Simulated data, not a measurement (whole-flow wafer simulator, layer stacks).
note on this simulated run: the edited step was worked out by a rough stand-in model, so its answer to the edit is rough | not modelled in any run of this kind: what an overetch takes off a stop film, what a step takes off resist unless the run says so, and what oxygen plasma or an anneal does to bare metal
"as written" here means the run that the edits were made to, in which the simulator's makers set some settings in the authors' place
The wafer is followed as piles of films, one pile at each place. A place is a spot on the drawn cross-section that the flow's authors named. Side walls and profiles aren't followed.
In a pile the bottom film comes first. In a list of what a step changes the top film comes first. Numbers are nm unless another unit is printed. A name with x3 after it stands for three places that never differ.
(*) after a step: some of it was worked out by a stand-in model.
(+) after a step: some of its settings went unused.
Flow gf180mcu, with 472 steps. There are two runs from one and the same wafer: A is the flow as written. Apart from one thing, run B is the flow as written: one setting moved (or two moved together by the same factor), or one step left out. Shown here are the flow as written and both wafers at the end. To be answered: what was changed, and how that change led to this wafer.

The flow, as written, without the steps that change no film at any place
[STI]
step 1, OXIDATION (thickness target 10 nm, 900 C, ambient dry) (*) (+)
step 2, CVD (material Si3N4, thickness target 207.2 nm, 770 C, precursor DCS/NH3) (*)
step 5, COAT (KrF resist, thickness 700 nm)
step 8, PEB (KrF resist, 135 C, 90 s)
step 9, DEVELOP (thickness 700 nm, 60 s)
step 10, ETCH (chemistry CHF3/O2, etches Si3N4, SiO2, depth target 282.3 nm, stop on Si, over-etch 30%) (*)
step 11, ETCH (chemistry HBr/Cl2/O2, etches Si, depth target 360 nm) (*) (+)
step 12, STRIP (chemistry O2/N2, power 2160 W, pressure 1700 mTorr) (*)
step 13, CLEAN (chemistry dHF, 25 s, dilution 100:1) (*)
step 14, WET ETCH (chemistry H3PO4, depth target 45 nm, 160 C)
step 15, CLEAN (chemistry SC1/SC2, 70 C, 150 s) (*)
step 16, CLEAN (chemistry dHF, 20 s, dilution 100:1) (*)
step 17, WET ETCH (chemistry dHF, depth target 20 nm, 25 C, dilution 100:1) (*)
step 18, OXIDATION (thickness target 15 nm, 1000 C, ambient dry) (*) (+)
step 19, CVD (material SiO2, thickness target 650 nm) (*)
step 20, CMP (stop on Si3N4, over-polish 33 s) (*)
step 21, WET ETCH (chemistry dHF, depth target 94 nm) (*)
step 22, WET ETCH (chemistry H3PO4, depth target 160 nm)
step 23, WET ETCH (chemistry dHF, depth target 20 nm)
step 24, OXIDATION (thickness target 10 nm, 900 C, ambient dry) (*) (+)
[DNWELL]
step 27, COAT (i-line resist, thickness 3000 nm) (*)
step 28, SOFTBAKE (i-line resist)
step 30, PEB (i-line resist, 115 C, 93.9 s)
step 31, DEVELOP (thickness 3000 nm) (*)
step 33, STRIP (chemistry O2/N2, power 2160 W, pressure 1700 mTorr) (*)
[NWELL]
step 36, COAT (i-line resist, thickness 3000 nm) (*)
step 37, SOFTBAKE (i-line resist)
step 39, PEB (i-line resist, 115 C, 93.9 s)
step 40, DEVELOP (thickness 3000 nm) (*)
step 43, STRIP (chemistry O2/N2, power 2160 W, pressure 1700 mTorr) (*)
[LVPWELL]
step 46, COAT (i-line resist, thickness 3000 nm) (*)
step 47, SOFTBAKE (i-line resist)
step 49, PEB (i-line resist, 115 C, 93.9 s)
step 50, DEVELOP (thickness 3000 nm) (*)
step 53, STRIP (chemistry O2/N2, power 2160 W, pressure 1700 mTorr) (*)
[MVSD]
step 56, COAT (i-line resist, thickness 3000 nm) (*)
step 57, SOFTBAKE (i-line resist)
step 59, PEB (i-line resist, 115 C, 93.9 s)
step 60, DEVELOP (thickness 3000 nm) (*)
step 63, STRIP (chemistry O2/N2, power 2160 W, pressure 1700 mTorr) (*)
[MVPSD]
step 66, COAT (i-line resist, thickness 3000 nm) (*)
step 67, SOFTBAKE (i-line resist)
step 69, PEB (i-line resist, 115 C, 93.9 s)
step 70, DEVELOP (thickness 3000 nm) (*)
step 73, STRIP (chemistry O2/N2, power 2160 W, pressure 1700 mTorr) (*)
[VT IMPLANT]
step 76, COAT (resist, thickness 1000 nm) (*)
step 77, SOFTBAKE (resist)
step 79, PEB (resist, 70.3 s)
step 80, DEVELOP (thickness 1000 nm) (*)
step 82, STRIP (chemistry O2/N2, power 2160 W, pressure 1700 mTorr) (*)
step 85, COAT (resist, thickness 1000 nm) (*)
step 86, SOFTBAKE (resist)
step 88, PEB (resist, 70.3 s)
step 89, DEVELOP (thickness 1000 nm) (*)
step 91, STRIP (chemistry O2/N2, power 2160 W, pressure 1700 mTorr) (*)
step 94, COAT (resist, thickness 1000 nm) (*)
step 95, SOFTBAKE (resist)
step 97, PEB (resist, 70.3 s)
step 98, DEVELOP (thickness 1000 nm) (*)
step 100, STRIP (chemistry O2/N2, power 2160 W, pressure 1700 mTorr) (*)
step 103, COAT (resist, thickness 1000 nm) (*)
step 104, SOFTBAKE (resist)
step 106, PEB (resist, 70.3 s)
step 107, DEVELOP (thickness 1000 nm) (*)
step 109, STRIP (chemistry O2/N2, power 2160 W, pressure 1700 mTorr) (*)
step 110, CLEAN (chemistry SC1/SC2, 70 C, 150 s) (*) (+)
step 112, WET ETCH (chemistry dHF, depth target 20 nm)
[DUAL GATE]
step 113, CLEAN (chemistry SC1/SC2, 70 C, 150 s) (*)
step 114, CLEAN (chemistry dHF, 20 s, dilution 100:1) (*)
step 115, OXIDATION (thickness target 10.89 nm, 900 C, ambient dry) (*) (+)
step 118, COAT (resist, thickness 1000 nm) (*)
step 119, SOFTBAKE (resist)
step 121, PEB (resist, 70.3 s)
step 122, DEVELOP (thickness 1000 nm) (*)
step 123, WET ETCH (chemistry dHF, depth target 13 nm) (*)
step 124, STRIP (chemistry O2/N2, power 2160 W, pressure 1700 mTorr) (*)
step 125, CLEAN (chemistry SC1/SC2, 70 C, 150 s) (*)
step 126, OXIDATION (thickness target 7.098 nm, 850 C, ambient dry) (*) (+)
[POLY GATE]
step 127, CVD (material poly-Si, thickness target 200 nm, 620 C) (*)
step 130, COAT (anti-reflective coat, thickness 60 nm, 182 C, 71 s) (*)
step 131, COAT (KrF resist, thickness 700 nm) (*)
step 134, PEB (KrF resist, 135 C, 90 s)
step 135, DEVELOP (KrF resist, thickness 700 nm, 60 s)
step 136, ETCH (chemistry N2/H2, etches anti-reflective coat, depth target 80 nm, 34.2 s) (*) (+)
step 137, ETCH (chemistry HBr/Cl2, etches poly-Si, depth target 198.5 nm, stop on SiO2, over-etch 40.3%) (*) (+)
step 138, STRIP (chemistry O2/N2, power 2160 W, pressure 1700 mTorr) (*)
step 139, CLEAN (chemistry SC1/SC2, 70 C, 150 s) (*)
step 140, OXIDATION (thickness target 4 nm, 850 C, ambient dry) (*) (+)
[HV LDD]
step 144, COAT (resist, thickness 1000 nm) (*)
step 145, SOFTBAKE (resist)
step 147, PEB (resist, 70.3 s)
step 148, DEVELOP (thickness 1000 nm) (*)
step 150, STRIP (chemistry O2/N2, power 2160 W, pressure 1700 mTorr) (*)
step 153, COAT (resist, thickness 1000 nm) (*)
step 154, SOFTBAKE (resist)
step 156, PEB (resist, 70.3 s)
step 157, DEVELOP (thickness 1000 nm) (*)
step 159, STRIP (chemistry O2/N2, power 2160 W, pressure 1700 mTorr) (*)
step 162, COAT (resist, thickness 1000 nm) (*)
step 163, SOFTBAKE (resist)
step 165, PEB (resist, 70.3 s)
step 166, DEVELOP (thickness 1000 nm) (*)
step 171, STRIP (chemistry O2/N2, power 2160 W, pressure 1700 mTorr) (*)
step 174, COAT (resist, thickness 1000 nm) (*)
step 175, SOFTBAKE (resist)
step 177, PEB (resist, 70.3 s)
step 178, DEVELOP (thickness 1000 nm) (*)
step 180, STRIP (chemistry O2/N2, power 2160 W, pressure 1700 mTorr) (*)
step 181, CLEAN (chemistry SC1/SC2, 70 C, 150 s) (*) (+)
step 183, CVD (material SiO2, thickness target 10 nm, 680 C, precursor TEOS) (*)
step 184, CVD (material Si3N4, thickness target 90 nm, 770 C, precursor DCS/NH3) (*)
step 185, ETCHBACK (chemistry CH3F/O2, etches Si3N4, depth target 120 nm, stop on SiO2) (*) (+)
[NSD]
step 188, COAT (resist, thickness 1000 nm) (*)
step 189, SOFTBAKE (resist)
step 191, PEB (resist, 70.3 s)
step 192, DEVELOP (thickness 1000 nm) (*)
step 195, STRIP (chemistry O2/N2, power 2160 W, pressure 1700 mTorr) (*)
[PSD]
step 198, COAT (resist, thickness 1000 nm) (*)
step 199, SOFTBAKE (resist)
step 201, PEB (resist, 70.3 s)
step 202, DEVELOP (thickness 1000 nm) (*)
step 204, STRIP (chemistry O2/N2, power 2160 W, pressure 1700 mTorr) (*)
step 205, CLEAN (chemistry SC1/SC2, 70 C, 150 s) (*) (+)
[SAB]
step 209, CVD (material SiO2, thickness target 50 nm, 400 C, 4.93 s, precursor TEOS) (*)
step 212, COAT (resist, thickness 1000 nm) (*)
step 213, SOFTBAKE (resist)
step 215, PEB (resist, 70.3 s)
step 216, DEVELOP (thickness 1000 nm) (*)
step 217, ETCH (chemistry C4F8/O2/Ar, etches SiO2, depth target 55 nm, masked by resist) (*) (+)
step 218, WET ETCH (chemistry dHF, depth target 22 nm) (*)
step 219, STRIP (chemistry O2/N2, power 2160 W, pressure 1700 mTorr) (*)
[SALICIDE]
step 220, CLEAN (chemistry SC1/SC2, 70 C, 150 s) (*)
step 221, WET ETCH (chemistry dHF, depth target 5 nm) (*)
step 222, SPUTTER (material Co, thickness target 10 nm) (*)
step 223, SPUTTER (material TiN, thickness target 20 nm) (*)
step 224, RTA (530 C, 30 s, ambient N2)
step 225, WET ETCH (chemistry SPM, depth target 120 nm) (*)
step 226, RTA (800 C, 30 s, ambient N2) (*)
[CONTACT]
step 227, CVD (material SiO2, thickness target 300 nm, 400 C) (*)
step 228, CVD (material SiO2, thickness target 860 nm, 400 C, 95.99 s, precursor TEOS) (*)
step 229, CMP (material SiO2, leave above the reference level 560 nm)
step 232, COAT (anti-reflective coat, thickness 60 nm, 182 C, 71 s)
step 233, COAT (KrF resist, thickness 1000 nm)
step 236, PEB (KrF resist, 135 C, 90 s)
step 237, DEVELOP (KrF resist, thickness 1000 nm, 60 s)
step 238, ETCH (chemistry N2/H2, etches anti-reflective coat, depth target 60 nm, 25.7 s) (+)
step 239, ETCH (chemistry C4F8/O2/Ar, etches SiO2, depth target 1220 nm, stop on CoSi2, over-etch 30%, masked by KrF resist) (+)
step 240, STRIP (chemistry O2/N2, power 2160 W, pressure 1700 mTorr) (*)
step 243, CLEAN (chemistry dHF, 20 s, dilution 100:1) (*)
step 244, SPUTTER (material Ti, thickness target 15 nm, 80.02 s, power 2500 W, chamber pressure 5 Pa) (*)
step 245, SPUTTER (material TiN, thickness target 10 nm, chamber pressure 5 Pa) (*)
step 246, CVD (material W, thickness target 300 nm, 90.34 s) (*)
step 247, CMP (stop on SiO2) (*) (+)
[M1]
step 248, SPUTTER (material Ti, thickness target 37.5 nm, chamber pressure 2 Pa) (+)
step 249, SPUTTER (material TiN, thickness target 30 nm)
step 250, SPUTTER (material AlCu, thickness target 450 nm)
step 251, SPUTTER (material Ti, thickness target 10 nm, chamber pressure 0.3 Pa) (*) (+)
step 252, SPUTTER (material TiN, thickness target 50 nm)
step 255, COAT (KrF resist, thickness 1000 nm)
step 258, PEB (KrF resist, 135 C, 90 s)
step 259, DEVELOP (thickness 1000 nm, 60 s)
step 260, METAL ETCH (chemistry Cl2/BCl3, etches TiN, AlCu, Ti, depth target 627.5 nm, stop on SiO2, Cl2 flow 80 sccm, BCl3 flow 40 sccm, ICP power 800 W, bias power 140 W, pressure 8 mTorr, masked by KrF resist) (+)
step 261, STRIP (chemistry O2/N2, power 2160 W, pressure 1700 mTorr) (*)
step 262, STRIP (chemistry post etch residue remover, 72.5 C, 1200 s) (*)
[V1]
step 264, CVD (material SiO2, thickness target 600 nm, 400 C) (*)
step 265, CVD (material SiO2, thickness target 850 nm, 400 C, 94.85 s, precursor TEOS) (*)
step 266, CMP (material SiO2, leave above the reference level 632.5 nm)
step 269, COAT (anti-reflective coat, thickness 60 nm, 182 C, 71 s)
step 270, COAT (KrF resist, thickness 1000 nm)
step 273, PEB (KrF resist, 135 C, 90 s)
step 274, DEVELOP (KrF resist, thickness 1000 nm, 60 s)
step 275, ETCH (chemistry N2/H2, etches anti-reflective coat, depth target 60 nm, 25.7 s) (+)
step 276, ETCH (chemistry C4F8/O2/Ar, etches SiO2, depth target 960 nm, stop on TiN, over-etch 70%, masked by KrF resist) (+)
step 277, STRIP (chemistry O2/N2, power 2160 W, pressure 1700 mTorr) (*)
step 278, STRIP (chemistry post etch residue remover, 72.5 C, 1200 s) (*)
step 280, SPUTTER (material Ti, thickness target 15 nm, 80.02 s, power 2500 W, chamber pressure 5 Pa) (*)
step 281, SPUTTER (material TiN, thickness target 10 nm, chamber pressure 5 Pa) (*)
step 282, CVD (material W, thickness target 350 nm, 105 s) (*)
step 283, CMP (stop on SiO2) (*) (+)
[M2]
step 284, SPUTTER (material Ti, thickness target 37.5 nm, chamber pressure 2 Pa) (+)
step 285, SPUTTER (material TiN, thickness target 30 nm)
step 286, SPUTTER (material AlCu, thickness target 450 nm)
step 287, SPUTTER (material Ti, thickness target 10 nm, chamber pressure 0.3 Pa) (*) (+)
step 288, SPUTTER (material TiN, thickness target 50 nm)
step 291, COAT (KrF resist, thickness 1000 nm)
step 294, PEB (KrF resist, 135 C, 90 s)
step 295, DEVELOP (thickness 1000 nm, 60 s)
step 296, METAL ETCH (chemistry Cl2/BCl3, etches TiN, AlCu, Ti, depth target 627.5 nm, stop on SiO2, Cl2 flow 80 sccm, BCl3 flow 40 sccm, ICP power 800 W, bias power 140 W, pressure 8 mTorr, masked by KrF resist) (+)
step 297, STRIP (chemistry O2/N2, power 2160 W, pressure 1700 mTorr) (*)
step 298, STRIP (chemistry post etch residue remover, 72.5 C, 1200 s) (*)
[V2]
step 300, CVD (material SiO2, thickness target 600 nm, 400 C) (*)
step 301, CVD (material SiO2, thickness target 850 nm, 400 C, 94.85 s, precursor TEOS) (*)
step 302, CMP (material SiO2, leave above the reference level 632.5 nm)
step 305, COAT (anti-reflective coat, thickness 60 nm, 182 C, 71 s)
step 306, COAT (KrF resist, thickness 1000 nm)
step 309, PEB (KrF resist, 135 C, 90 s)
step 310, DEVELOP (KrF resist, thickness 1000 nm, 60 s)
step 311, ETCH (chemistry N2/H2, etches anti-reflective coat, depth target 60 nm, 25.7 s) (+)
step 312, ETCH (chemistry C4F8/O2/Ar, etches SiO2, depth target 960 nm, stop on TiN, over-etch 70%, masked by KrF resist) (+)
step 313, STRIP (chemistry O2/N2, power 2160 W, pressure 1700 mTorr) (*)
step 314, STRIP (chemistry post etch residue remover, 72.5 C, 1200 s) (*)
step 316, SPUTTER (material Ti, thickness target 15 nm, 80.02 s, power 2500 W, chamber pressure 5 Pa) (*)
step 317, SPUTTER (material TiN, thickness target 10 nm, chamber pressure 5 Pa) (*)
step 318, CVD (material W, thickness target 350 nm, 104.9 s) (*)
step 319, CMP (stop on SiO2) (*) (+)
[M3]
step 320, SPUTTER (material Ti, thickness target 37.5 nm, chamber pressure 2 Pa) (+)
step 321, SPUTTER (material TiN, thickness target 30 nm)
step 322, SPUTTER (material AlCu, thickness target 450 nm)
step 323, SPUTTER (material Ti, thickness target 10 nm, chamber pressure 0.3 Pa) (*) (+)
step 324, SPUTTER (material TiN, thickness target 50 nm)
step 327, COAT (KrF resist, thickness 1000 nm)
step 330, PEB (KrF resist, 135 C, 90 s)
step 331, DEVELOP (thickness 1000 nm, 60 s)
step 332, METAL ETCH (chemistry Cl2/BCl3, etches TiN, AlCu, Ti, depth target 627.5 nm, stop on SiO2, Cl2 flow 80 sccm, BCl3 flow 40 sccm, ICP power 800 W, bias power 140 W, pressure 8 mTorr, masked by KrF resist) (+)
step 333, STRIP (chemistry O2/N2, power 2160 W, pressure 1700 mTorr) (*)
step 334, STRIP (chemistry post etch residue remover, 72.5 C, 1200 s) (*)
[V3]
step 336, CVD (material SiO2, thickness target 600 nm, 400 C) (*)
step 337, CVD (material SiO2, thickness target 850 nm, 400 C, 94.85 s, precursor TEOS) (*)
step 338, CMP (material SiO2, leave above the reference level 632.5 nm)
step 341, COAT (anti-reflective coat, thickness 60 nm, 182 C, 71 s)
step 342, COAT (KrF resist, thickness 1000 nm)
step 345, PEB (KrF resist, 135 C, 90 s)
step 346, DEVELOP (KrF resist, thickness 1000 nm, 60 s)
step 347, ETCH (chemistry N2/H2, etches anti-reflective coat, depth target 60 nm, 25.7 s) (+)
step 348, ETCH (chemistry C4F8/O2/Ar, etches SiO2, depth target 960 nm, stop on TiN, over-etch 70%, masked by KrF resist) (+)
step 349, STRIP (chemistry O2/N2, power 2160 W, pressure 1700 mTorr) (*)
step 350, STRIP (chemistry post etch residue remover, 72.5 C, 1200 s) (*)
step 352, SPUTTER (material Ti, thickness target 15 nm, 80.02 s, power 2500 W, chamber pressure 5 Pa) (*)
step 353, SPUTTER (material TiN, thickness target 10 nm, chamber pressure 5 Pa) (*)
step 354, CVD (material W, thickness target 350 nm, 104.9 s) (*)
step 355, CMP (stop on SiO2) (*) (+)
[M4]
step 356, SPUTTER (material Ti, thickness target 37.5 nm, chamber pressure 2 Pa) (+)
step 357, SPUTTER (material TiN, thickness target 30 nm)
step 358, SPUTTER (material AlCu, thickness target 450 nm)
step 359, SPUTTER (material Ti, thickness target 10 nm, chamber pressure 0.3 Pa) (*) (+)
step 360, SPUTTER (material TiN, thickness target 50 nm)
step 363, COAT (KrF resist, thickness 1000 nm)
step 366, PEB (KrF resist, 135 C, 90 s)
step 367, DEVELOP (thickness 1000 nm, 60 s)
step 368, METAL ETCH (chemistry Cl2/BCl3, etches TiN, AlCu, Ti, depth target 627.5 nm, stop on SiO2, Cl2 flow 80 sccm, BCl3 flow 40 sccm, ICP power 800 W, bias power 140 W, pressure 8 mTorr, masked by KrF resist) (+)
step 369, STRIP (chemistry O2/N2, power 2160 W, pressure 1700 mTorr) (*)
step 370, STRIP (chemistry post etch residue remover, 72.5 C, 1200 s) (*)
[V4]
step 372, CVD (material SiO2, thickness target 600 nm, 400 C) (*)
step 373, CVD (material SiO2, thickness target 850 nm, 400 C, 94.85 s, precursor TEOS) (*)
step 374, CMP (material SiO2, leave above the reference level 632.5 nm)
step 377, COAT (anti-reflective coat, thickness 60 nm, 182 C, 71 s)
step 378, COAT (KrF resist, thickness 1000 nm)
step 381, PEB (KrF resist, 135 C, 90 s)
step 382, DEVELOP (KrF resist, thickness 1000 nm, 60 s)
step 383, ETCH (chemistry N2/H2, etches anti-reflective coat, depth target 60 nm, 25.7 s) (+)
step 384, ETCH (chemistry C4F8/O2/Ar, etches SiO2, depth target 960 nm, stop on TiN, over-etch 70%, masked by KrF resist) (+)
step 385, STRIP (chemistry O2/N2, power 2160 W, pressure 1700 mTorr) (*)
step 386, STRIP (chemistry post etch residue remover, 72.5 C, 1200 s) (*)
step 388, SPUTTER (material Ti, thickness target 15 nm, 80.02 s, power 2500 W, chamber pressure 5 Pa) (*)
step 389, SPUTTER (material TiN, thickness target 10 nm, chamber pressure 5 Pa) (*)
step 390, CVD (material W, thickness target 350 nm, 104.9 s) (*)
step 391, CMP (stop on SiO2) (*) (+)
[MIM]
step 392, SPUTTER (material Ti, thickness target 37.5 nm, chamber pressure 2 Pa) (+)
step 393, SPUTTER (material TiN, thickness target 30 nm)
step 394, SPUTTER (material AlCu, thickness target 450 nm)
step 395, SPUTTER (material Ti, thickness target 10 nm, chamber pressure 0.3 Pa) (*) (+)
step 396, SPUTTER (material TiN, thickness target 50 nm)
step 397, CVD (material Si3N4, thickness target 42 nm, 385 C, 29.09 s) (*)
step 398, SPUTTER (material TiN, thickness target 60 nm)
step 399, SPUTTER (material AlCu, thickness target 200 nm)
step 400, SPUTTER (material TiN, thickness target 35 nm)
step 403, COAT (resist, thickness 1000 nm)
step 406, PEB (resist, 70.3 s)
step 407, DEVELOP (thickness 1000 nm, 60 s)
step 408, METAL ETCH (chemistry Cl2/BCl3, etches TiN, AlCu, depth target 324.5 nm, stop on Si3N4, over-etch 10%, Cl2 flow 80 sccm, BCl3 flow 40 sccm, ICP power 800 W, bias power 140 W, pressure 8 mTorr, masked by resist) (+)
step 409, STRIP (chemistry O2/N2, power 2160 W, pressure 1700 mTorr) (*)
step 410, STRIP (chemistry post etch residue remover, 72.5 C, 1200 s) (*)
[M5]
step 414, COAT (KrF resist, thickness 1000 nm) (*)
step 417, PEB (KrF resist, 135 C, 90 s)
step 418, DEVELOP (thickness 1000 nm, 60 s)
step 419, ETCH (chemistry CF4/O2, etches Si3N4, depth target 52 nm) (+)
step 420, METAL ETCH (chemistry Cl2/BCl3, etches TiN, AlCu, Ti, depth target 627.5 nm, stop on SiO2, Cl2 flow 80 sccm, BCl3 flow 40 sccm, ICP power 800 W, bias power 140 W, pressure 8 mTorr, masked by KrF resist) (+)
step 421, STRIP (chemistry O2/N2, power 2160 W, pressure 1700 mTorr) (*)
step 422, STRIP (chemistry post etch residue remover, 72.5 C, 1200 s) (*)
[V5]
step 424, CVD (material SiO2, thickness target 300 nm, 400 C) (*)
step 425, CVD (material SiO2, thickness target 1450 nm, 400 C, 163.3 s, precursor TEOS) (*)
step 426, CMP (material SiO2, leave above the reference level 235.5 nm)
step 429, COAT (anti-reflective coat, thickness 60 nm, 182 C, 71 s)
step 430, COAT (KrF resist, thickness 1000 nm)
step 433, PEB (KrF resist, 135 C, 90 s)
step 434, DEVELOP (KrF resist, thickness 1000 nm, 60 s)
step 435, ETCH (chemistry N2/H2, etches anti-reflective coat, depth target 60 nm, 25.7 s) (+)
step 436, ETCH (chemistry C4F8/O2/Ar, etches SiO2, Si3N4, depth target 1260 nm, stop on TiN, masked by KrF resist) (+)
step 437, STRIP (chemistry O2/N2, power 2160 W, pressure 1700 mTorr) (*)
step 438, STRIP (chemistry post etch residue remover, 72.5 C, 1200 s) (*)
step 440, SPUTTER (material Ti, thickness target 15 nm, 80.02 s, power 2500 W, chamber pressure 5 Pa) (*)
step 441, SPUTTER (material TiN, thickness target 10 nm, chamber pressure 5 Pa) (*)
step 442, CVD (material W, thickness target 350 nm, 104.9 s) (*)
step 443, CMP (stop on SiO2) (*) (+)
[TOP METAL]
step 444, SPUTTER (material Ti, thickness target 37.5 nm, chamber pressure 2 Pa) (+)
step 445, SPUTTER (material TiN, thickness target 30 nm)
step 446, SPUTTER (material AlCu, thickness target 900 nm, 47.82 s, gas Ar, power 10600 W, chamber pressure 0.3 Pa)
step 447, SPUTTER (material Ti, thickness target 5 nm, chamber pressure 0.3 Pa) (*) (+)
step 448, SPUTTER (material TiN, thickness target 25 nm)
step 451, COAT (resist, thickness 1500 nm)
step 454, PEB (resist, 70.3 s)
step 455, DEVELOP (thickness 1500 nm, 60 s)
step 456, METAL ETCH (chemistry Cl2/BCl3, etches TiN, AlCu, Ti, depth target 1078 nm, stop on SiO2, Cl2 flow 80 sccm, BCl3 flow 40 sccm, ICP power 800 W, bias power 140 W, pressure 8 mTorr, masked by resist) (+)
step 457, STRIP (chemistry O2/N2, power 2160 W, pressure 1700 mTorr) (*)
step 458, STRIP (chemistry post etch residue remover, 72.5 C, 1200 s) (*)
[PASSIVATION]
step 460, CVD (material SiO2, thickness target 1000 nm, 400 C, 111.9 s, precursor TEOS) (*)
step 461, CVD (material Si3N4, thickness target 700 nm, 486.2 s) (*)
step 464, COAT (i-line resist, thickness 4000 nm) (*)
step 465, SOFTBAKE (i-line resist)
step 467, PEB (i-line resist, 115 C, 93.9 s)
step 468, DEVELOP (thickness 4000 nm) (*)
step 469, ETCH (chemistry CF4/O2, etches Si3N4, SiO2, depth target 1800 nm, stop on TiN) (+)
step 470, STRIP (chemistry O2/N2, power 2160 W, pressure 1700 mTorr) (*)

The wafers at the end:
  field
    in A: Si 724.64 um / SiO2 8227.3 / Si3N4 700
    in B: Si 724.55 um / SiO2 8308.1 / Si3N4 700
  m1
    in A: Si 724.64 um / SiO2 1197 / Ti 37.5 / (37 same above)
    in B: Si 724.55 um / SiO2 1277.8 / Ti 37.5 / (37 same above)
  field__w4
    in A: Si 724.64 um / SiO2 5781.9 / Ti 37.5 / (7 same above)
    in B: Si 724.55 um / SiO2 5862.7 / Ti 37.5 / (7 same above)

Cause: step 11, ETCH: depth target 441 nm was run, while the flow as written has depth target 360 nm.

The path from the change to this, step by step:
  step 11, ETCH (chemistry HBr/Cl2/O2, etches Si, depth target 360 nm) (*) (+)
      active, n_well, p_well and 40 more: A KrF resist loses 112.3 | B KrF resist loses 139.3
      field, field_sub, sti and 34 more: A Si loses 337 | B Si loses 418
  step 12, STRIP (chemistry O2/N2, power 2160 W, pressure 1700 mTorr) (*)
      active, n_well, p_well and 40 more: A KrF resist loses 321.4 (all of it) | B KrF resist loses 294.4 (all of it)
  step 19, CVD (material SiO2, thickness target 650 nm) (*)
      m1, ld_fp_n, ld_drift_n and 8 more: A SiO2 gains 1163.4 | B SiO2 gains 1244.4
  step 20, CMP (stop on Si3N4, over-polish 33 s) (*)
      sti, mim_1p0, pad and 11 more: A SiO2 loses 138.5 | B SiO2 loses 57.5
      nw_enc_fld, nw_enc_fld_lv: A SiO2 loses 142.5 | B SiO2 loses 61.5
      (as well as at 10 more places)
  step 223, SPUTTER (material TiN, thickness target 20 nm) (*)
      field__w12: A TiN gains 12 (new film) | B TiN gains 12.6 (new film)
  step 225, WET ETCH (chemistry SPM, depth target 120 nm) (*)
      field__w12: A TiN loses 12 (all of it), Co loses 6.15 (all of it) | B TiN loses 12.6 (all of it), Co loses 6.15 (all of it)
